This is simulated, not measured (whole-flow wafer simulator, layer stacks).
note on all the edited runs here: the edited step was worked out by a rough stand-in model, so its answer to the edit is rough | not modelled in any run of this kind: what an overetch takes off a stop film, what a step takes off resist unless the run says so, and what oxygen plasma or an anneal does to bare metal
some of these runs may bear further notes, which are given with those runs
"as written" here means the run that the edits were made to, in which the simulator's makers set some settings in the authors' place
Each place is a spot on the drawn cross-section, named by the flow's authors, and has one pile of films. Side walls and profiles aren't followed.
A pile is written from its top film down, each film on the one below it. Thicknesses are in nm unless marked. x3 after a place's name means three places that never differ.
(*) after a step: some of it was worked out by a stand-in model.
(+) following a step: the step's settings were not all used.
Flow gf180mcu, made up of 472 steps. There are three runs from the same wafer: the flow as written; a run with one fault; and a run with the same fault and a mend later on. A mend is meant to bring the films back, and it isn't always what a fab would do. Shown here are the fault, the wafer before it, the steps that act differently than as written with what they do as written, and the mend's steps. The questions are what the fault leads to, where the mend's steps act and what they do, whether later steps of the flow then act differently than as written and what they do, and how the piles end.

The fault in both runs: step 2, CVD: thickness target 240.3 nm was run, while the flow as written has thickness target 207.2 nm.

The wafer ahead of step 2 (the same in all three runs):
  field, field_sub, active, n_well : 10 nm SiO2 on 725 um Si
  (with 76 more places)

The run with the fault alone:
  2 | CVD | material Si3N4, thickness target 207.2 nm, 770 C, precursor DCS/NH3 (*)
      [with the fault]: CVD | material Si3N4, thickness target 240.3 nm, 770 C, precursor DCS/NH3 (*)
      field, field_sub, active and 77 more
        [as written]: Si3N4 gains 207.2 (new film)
        [with the fault]: Si3N4 gains 240.3 (new film)
  Later steps of the flow acting differently than as written (88 more steps, not shown, differ only slightly: by at most 2% or 0.5 nm, whichever is larger):
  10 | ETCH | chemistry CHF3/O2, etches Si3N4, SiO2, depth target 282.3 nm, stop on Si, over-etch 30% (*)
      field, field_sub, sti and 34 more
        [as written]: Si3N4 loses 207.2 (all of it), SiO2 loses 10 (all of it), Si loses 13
        [with the fault]: Si3N4 loses 240.3 (all of it), SiO2 loses 10 (all of it), Si loses 6.4
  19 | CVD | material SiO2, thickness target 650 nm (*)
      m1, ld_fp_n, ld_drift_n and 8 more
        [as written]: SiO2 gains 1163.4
        [with the fault]: SiO2 gains 1196.5
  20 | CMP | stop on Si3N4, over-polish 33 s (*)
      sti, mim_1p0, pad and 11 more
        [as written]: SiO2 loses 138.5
        [with the fault]: SiO2 loses 105.3
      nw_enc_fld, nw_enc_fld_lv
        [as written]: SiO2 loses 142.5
        [with the fault]: SiO2 loses 109.3
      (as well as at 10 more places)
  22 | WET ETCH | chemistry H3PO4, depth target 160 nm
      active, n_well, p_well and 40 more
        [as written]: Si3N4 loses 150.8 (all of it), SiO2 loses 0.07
        [with the fault]: Si3N4 loses 160.1
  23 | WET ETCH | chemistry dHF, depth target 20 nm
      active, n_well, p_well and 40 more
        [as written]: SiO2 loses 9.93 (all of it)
        [with the fault]: Si3N4 loses 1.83
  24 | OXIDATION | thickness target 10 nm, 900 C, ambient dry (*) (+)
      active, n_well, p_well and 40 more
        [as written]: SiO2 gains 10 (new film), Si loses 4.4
        [with the fault]: nothing
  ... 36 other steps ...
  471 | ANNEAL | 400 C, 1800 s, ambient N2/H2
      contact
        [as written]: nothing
        [with the fault]: under 49 films: void gains 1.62 (new film), Ti loses 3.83, TiSi first gains 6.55 (new film), Si loses 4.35
  By the end, the piles at field__w8, active, n_well and 56 more depart from the flow's by more than 2% or 0.5 nm, whichever is larger.
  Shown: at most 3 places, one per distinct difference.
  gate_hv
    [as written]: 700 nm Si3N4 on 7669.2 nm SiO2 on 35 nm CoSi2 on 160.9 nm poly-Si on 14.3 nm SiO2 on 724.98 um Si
    [with the fault]: 700 nm Si3N4 on 7682.3 nm SiO2 on 35 nm CoSi2 on 160.9 nm poly-Si on 19 nm Si3N4 on 10 nm SiO2 on 725 um Si
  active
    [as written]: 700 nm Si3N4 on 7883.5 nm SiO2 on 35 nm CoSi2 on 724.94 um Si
    [with the fault]: 700 nm Si3N4 on 7883.4 nm SiO2 on 13.7 nm Si3N4 on 10 nm SiO2 on 725 um Si
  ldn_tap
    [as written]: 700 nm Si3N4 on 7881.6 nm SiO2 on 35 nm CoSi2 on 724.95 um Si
    [with the fault]: 700 nm Si3N4 on 7881.9 nm SiO2 on 15.2 nm Si3N4 on 10 nm SiO2 on 725 um Si

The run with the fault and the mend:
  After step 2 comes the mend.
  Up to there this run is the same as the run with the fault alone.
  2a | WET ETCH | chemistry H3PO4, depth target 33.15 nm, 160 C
      field, field_sub, active and 77 more
        Si3N4 loses 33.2
  Every later step of the flow that is run acts as written, at every place that is followed, to within 2% or 0.5 nm, whichever is larger.
  By the end, the piles equal the flow's at every place that both follow.
